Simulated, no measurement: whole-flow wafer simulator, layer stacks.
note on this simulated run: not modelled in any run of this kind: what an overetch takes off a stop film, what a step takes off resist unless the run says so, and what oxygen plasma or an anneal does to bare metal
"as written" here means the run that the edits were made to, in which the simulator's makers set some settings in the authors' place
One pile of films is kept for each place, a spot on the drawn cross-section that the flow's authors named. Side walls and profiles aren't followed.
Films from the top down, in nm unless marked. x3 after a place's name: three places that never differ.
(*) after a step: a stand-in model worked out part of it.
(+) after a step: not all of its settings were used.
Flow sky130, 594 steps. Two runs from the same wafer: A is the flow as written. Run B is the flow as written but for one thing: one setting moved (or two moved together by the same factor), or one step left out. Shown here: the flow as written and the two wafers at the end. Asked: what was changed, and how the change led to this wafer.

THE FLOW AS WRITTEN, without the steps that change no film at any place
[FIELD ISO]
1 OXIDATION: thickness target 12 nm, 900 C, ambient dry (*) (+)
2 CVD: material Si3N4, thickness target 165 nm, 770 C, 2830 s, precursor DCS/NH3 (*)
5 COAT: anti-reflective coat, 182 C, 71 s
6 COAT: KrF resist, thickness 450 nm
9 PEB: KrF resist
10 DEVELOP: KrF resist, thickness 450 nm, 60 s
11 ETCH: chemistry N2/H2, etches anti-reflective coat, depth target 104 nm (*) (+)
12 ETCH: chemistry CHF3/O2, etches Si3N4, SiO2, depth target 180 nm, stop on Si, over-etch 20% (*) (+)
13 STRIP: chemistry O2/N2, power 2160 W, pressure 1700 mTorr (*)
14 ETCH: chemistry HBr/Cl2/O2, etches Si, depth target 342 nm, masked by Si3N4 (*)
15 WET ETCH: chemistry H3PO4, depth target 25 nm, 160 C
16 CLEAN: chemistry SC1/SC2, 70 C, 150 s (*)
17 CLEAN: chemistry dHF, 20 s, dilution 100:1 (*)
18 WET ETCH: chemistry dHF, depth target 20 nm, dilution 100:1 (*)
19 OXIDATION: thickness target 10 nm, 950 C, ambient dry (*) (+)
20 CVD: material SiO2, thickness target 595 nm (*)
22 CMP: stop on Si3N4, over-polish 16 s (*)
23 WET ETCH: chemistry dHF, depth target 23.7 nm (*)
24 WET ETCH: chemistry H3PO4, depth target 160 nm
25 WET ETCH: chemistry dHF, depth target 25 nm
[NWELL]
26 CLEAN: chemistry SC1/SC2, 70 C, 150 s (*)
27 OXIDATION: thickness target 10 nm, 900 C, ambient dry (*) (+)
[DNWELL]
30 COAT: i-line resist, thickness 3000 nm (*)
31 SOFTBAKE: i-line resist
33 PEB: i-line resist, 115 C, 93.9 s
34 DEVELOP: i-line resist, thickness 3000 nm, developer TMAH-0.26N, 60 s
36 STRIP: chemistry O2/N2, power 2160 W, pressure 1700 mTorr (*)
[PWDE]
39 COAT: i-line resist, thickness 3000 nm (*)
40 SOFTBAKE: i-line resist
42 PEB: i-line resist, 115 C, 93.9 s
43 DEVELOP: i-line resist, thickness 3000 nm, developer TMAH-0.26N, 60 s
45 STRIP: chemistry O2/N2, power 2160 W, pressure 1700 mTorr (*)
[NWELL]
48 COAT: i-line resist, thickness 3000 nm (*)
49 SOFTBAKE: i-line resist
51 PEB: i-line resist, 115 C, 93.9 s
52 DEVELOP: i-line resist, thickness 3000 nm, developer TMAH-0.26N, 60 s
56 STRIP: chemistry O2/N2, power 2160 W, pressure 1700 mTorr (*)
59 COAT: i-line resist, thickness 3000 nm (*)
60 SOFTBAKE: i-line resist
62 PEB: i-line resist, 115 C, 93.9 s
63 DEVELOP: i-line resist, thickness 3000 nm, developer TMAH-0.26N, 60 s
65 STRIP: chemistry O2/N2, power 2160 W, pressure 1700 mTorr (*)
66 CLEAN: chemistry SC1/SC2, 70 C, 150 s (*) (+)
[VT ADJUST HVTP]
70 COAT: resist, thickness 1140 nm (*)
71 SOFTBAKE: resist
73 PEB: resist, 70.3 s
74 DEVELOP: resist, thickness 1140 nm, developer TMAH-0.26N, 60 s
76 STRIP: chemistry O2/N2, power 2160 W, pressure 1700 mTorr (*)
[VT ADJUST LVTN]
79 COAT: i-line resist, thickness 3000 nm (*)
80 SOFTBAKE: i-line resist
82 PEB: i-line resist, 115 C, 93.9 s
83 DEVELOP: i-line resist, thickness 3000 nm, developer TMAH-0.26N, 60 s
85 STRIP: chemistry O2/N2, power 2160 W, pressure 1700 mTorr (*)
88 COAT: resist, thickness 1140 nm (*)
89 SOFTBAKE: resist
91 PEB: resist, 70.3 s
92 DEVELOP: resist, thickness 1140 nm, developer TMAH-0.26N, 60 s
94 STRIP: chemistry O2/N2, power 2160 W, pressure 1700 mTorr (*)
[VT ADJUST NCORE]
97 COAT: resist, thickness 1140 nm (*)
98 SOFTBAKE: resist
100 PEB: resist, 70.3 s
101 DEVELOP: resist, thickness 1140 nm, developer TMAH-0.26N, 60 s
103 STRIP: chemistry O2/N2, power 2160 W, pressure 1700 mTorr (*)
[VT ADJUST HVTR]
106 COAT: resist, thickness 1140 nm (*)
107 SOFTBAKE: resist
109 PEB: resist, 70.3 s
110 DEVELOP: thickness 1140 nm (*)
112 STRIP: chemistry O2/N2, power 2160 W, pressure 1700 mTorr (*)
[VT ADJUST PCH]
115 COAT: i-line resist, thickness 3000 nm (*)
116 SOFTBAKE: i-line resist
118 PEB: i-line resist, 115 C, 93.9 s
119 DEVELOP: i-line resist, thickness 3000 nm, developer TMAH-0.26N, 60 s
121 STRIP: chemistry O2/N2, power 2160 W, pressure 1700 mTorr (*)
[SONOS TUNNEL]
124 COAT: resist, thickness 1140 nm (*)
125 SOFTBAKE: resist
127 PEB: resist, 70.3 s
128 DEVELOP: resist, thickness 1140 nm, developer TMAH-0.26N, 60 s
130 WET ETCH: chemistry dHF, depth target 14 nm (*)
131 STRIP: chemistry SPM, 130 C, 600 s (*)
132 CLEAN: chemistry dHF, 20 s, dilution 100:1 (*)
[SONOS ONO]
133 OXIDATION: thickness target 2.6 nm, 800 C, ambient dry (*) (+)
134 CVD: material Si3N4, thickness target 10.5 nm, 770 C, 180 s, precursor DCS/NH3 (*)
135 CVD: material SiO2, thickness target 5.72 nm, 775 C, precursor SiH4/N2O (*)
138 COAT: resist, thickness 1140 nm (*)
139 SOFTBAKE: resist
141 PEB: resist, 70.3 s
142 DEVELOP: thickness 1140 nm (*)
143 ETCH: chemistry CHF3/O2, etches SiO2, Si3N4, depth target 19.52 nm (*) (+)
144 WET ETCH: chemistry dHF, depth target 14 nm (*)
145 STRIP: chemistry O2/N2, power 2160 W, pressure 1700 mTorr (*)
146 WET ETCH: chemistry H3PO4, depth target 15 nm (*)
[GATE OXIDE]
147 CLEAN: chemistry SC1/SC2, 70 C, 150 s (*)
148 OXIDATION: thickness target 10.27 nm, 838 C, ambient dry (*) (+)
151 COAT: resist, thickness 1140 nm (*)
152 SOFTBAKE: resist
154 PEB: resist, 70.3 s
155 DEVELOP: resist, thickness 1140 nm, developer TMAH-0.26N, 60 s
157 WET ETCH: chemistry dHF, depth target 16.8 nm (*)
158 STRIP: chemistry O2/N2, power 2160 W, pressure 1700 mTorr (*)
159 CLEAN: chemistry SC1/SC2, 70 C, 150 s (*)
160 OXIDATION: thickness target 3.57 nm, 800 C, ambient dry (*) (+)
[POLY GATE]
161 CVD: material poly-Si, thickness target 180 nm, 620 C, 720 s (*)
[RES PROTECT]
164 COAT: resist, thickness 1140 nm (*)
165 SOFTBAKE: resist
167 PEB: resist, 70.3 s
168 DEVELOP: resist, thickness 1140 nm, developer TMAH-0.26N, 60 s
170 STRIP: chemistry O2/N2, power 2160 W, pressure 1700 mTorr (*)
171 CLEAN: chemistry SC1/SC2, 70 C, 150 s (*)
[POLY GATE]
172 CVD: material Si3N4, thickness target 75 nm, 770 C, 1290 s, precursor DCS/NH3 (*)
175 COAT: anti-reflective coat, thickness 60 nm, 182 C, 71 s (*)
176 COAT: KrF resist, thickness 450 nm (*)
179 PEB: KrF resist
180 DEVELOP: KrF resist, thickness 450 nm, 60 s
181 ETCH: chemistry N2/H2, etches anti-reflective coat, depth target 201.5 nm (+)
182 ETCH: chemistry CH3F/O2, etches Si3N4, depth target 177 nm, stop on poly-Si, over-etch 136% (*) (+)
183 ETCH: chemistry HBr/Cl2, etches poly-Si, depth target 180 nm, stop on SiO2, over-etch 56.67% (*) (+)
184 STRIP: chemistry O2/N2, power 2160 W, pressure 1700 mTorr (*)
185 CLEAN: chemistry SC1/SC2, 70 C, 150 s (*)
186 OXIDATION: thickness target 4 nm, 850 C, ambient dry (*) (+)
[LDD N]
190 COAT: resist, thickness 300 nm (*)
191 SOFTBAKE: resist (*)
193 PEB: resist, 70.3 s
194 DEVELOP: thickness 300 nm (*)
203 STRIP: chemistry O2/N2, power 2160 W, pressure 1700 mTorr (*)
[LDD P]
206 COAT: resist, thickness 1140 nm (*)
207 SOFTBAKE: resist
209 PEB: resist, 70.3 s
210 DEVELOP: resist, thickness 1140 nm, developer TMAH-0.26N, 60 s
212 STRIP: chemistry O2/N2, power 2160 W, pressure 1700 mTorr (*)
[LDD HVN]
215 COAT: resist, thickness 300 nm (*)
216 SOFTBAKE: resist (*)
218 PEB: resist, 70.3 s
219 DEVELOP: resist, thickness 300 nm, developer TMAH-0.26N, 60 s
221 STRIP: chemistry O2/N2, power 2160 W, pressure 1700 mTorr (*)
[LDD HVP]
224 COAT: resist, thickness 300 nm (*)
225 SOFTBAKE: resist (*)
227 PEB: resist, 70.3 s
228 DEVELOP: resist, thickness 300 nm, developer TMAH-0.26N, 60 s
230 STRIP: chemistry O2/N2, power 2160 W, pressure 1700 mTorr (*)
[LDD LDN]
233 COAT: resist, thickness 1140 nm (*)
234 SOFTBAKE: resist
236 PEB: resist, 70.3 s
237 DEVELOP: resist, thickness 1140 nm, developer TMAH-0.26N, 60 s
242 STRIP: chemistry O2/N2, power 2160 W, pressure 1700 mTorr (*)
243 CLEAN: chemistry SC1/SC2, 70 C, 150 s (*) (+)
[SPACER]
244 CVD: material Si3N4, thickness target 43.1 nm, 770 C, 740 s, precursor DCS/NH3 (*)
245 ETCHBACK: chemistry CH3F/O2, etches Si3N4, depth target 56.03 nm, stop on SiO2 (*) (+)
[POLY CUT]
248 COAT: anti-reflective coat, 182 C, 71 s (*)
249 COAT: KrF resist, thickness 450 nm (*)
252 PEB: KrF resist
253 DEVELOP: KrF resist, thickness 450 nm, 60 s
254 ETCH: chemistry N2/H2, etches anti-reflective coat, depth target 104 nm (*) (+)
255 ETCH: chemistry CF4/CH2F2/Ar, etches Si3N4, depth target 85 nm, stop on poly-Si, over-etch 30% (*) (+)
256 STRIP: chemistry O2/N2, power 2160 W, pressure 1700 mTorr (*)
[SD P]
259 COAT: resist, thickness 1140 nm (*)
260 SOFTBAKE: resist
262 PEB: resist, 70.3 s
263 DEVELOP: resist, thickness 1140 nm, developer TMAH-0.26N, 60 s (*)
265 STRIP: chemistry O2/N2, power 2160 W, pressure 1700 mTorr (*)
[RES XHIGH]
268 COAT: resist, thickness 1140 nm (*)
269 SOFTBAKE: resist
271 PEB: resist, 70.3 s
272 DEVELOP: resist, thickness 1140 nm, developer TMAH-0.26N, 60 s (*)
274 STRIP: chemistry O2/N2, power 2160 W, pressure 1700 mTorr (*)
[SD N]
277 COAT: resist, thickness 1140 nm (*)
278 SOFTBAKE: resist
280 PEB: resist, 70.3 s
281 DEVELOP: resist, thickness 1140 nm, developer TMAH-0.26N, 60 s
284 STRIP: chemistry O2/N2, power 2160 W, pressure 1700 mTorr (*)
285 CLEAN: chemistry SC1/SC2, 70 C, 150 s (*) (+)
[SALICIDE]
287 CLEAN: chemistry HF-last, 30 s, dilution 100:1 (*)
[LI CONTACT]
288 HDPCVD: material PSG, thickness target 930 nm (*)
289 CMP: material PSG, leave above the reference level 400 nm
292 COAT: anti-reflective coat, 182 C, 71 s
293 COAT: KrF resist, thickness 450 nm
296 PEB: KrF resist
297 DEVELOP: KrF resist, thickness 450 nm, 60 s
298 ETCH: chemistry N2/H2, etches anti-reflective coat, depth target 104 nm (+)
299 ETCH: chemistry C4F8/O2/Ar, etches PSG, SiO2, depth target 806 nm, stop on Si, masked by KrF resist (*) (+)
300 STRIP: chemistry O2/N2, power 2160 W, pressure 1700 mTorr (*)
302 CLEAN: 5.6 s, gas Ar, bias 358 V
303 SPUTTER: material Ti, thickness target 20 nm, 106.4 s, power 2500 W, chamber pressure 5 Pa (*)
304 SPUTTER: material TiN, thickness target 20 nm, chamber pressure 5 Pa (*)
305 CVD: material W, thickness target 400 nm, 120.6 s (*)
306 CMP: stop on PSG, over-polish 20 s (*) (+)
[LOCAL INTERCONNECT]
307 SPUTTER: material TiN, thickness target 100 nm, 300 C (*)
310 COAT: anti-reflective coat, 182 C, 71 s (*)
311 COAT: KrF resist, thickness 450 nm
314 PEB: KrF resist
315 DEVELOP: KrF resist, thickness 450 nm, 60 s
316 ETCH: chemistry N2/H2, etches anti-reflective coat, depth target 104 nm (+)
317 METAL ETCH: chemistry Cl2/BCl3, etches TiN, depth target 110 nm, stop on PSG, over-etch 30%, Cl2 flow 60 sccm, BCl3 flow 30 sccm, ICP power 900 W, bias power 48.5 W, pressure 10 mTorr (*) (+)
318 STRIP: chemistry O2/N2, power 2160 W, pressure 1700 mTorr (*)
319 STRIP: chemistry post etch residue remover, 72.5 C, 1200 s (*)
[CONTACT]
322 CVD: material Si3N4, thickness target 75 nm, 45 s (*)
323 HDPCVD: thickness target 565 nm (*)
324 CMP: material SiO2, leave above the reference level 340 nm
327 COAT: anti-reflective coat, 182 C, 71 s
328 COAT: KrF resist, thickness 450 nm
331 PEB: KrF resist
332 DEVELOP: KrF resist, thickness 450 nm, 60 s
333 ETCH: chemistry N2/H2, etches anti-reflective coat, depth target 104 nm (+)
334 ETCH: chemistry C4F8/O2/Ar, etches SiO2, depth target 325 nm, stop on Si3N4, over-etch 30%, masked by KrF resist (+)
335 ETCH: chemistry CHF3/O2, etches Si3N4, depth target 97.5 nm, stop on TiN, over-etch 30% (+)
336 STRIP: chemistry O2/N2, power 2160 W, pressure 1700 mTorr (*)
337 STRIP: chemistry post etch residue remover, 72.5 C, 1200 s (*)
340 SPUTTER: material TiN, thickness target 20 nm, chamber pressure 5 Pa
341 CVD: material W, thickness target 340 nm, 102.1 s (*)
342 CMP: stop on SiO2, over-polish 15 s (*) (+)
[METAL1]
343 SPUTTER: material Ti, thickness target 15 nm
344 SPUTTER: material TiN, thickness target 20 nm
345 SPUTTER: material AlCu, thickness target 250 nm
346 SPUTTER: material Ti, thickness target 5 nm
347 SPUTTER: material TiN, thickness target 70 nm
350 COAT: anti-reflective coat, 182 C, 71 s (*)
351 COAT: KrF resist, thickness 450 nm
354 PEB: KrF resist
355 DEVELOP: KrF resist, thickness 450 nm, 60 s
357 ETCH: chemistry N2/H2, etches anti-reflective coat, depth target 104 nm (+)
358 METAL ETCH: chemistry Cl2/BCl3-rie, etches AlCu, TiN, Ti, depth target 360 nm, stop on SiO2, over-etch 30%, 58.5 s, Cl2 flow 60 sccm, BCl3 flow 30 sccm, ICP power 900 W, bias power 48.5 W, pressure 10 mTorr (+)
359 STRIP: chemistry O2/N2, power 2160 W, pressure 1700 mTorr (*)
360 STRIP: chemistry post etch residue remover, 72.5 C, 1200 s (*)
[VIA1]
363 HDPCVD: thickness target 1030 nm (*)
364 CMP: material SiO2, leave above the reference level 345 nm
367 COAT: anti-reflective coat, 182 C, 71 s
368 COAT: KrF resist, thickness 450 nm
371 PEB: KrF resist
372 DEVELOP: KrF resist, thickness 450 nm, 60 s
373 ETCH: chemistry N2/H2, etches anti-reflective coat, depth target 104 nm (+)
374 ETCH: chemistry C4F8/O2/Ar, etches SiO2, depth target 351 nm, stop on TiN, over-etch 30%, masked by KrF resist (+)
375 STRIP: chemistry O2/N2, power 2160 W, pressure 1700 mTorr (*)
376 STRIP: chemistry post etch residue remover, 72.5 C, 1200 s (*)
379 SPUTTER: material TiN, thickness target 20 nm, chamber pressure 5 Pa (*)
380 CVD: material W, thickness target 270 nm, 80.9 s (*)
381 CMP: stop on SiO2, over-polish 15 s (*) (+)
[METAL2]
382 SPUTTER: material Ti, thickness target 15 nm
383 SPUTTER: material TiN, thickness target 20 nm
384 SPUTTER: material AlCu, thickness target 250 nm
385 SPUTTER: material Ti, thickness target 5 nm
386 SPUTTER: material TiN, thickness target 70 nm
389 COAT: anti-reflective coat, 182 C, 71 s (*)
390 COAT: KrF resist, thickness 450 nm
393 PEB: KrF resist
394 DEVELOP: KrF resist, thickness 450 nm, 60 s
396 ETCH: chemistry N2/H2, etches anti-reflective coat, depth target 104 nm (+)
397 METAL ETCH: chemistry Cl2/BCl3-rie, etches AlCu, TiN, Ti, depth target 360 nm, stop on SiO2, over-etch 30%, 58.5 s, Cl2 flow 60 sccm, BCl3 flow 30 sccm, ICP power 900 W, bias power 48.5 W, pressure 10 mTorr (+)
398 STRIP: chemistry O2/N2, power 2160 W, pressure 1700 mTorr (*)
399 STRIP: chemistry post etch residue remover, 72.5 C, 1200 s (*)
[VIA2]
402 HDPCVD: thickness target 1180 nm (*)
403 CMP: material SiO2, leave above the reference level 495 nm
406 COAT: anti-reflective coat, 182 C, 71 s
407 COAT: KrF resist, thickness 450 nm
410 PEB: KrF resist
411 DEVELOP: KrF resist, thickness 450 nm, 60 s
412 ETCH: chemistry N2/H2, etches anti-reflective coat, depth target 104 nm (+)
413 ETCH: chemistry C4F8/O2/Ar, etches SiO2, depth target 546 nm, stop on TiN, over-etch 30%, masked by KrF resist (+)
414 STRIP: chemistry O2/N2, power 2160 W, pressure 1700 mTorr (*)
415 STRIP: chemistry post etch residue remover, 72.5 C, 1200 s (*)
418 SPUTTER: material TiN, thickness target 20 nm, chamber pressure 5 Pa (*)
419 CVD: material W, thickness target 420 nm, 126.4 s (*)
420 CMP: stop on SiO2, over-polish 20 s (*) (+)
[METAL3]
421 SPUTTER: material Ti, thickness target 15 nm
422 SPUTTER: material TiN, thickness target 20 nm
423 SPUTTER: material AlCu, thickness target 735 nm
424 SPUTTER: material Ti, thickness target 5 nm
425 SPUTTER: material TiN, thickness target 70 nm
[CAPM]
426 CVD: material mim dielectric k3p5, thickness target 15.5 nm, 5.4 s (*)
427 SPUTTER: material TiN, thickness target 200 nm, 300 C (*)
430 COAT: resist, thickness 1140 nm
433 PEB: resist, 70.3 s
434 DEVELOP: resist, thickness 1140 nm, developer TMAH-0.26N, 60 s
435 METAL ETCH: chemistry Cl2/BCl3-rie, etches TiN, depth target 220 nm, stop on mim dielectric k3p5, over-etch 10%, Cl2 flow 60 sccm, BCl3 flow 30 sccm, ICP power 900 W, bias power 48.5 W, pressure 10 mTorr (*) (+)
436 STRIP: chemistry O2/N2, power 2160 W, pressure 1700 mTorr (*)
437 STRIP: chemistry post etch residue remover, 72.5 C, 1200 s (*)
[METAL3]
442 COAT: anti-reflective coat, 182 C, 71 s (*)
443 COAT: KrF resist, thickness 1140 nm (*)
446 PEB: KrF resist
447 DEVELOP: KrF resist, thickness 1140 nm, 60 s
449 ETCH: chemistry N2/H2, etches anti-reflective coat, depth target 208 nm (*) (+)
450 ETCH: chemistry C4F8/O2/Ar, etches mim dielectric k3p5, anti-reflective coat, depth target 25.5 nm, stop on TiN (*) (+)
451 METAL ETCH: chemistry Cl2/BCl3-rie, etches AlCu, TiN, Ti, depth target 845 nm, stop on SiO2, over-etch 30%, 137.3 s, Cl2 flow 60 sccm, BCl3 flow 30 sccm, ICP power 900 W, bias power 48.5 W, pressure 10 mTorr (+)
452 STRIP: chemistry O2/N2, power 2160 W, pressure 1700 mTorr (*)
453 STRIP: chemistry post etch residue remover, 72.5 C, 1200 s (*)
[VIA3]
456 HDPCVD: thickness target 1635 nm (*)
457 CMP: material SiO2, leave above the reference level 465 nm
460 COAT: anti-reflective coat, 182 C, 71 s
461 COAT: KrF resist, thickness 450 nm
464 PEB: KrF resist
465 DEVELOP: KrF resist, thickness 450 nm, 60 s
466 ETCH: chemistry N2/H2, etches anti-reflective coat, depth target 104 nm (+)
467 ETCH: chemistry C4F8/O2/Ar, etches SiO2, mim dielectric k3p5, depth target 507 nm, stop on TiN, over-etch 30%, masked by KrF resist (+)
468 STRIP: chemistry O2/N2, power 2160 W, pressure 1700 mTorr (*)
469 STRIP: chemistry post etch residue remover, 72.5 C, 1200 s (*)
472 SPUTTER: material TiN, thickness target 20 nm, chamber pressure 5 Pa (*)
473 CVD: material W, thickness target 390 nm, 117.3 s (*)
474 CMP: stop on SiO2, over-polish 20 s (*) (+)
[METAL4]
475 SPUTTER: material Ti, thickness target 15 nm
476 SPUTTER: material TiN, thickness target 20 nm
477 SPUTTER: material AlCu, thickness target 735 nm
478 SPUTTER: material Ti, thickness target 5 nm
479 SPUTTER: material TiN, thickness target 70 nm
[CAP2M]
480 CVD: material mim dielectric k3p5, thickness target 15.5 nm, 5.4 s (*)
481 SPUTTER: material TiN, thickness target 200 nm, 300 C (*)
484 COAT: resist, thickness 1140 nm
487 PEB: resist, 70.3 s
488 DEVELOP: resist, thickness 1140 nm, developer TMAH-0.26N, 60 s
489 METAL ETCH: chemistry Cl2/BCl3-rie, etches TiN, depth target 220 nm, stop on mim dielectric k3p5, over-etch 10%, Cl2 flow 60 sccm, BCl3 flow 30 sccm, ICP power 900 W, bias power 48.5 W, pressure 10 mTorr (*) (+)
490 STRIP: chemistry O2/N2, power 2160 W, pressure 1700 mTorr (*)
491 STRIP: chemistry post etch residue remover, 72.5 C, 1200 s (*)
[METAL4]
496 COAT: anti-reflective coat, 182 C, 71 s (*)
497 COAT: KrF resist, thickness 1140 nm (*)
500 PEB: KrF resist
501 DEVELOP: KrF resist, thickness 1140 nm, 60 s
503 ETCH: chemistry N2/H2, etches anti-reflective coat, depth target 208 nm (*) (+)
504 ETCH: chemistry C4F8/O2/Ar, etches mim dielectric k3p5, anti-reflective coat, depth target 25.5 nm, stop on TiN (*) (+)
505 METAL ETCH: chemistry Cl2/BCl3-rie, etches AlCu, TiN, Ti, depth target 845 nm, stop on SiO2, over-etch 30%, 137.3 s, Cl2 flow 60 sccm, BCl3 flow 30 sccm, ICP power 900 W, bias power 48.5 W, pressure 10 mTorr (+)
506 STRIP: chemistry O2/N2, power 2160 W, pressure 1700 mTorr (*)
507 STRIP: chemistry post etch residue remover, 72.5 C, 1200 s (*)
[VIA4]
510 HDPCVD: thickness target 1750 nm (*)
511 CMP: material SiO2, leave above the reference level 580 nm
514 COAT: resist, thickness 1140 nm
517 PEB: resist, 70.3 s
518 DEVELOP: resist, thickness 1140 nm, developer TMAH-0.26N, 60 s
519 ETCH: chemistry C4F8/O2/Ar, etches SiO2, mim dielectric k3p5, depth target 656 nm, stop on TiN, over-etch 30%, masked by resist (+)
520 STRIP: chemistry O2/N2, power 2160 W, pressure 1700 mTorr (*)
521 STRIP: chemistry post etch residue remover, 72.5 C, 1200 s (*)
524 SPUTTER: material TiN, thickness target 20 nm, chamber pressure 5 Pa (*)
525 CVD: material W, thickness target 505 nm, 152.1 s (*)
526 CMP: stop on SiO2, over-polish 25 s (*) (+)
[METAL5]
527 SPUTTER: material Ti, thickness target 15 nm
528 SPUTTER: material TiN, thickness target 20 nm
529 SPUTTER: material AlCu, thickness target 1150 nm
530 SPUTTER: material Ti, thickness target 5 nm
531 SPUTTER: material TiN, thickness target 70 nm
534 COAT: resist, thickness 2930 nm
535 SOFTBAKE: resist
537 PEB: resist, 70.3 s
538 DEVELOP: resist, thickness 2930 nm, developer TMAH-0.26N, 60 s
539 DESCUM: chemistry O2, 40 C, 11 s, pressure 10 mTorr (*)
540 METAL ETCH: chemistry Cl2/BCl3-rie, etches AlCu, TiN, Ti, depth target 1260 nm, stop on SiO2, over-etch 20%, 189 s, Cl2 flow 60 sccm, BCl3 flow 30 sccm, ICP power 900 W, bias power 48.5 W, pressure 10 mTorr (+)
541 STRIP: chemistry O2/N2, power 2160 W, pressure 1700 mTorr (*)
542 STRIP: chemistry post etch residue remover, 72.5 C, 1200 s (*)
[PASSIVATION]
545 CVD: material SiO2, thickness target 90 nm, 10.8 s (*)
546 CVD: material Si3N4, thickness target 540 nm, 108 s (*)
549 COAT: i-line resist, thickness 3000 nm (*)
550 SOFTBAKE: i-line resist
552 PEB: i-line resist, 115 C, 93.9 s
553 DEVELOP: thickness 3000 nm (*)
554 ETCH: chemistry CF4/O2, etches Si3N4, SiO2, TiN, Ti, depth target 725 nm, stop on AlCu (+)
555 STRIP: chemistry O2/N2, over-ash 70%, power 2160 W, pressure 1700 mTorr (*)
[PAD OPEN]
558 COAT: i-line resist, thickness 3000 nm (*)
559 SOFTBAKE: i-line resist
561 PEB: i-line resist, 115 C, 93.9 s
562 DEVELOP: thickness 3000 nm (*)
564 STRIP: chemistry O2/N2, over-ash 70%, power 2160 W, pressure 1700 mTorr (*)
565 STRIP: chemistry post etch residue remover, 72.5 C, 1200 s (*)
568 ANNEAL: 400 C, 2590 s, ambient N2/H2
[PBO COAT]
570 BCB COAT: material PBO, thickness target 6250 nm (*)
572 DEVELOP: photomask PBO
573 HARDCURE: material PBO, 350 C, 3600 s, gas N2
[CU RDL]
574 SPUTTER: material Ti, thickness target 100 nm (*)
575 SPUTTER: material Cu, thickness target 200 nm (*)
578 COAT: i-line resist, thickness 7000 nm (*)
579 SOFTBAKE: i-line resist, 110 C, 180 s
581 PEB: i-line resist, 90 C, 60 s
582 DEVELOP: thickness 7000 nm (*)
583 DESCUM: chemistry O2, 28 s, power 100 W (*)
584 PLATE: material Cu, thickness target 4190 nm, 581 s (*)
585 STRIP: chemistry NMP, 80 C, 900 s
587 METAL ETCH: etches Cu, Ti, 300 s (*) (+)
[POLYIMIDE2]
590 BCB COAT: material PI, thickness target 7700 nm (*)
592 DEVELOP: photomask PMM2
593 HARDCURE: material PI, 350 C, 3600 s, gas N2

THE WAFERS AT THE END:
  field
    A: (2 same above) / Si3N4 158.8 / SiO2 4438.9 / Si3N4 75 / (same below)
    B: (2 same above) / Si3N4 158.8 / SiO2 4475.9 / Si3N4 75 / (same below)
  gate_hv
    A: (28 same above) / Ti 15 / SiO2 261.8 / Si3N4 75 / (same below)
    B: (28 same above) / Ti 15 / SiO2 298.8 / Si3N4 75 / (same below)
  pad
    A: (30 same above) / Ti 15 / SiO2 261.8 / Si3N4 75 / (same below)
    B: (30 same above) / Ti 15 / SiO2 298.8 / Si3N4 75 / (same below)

The cause: step 324, CMP: leave above the reference level 377 nm was run, where the flow has leave above the reference level 340 nm.

How the change led to this, step by step:
  324 CMP: material SiO2, leave above the reference level 340 nm
      n_well, p_well, gate_hv and 93 more: A SiO2 -300 | B SiO2 -263
      field, active, gate and 88 more: A SiO2 -200.4 | B SiO2 -163.4
      (and at 4 more places)
  334 ETCH: chemistry C4F8/O2/Ar, etches SiO2, depth target 325 nm, stop on Si3N4, over-etch 30%, masked by KrF resist (+)
      poly_licon, ndiff_licon, ndiff_licon_cpp, rpo_hd_licon: A SiO2 -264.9 (all of it) | B SiO2 -301.9 (all of it)
  340 SPUTTER: material TiN, thickness target 20 nm, chamber pressure 5 Pa
      ndiff_licon_cpp, rpo_hd_licon: A TiN +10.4 | B TiN +9.86
      ndiff_licon: A TiN +10.4 | B TiN +9.84
  341 CVD: material W, thickness target 340 nm, 102.1 s (*)
      ndiff_licon, ndiff_licon_cpp, rpo_hd_licon: A W +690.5 (new film) | B W +728.1 (new film)
  342 CMP: stop on SiO2, over-polish 15 s (*) (+)
      poly_licon: A W -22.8 | B nothing
  350 COAT: anti-reflective coat, 182 C, 71 s (*)
      poly_licon: A anti-reflective coat +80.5 (new film) | B anti-reflective coat +94.7 (new film)
  359 STRIP: chemistry O2/N2, power 2160 W, pressure 1700 mTorr (*)
      poly_licon: A KrF resist -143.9 (all of it), anti-reflective coat -80.5 (all of it) | B KrF resist -143.9 (all of it), anti-reflective coat -94.7 (all of it)
